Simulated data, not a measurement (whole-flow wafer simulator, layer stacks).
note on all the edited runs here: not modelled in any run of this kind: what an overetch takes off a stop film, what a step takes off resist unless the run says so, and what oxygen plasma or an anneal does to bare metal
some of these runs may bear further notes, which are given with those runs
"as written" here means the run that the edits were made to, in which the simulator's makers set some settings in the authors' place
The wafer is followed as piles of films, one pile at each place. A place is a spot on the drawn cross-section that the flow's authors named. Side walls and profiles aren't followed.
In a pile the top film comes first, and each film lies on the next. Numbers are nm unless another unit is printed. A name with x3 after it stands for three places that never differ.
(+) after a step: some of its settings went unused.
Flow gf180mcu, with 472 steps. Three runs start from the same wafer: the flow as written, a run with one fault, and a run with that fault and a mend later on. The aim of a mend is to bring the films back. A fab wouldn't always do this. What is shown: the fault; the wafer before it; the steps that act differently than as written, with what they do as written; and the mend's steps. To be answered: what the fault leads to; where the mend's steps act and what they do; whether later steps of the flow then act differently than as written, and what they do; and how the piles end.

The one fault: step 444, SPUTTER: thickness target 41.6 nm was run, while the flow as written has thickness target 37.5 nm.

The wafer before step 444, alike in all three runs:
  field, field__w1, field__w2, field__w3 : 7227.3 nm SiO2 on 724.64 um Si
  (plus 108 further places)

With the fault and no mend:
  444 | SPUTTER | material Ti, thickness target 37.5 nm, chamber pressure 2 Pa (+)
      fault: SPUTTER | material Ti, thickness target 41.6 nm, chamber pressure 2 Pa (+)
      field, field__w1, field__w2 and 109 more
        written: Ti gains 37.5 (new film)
        fault: Ti gains 41.6 (new film)
  Steps further on in the flow that do not act as written (4 other steps are not shown; they differ only slightly, by no more than 2% or 0.5 nm, whichever is larger):
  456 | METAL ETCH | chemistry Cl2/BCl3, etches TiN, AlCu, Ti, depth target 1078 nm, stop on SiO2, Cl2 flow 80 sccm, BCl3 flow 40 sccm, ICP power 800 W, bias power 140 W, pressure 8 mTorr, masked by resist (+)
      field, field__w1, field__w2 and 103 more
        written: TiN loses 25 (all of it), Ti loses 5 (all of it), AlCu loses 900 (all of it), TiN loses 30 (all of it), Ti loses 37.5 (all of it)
        fault: TiN loses 25 (all of it), Ti loses 5 (all of it), AlCu loses 900 (all of it), TiN loses 30 (all of it), Ti loses 41.6 (all of it)
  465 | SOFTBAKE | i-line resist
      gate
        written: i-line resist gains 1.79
        fault: i-line resist loses 0.34
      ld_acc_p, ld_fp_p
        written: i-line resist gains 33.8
        fault: i-line resist gains 27
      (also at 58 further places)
  By the end, the piles at field__w8, contact, m1, m1__w1, pad, m1_nw depart from the flow's by more than 2% or 0.5 nm, whichever is larger.
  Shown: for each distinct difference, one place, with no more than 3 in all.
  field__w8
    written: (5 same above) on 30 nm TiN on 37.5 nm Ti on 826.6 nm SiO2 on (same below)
    fault: (5 same above) on 30 nm TiN on 41.6 nm Ti on 826.6 nm SiO2 on (same below)
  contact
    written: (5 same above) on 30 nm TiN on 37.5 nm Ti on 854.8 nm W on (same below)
    fault: (5 same above) on 30 nm TiN on 41.6 nm Ti on 854.8 nm W on (same below)
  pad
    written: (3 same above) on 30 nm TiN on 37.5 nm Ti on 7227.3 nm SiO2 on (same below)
    fault: (3 same above) on 30 nm TiN on 41.6 nm Ti on 7227.3 nm SiO2 on (same below)

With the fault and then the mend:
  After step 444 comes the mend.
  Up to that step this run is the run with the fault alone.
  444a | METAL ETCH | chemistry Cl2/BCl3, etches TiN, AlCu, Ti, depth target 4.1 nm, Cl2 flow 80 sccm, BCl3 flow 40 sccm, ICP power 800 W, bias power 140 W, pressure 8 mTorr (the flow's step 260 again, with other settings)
      field, field__w1, field__w2 and 109 more
        Ti loses 4.1
  Every later step of the flow that is run acts as written at every place that is followed.
  At every place that both follow, the piles at the end match the flow's.
